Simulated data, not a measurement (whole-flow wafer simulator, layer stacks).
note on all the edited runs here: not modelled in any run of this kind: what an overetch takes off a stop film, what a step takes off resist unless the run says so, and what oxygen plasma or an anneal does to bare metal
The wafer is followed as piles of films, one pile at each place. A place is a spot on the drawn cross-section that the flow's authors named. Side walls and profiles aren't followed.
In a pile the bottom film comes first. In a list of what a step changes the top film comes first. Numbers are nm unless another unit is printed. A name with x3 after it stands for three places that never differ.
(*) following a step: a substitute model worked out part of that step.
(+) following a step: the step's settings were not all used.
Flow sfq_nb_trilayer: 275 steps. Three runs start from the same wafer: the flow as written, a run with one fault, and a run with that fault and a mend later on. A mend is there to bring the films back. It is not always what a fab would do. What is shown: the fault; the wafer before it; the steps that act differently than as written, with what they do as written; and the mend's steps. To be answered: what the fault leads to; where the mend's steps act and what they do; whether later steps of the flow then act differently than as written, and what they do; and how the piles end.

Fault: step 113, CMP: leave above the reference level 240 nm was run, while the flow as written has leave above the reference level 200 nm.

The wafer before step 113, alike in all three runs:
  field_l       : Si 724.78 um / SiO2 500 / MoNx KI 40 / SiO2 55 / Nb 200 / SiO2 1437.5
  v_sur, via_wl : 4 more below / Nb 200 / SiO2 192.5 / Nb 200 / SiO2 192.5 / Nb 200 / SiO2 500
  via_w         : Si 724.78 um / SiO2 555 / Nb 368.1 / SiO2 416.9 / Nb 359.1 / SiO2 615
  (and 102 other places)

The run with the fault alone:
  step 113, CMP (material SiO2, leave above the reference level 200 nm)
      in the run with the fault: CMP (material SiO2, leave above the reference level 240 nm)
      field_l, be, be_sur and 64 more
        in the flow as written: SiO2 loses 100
        in the run with the fault: SiO2 loses 60
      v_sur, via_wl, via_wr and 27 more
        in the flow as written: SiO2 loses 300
        in the run with the fault: SiO2 loses 260
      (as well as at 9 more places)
  Later steps of the flow acting differently than as written (3 other steps are not shown; they differ only slightly, by no more than 2% or 0.5 nm, whichever is larger):
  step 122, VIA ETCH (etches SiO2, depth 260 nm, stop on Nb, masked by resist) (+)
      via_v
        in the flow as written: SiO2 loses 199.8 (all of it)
        in the run with the fault: SiO2 loses 239.8 (all of it)
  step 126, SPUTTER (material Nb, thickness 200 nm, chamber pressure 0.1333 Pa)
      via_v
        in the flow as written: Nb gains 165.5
        in the run with the fault: Nb gains 157
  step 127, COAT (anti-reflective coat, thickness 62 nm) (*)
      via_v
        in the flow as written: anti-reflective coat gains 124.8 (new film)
        in the run with the fault: anti-reflective coat gains 133.4 (new film)
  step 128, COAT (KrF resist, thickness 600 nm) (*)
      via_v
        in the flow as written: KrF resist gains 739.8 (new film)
        in the run with the fault: KrF resist gains 773 (new film)
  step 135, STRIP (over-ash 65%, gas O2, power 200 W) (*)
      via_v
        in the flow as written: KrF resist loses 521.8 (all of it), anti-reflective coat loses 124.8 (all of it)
        in the run with the fault: KrF resist loses 555 (all of it), anti-reflective coat loses 133.4 (all of it)
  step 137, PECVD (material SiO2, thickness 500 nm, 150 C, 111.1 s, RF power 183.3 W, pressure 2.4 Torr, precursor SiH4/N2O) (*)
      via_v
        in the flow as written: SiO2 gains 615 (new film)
        in the run with the fault: SiO2 gains 663.6 (new film)
  The piles end different from the flow's at v_sur, via_wl, via_w and 74 more by more than 2% or 0.5 nm, whichever is larger.
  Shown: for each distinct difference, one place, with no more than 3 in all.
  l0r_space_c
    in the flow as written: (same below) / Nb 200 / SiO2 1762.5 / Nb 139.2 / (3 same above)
    in the run with the fault: (same below) / Nb 200 / SiO2 1802.5 / Nb 139.2 / (3 same above)
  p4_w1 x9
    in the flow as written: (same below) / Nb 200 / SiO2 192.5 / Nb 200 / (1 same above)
    in the run with the fault: (same below) / Nb 200 / SiO2 232.5 / Nb 200 / (1 same above)
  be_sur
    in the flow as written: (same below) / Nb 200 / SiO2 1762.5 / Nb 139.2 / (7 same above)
    in the run with the fault: (same below) / Nb 200 / SiO2 1802.5 / Nb 139.2 / (7 same above)

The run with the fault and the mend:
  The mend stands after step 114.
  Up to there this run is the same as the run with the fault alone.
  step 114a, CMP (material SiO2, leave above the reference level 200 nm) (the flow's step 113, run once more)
      field_l, v_sur, via_wl and 103 more
        SiO2 loses 40
  Later steps of the flow that are run all act as written at every place that is followed.
  At every place that both follow, the piles at the end match the flow's.
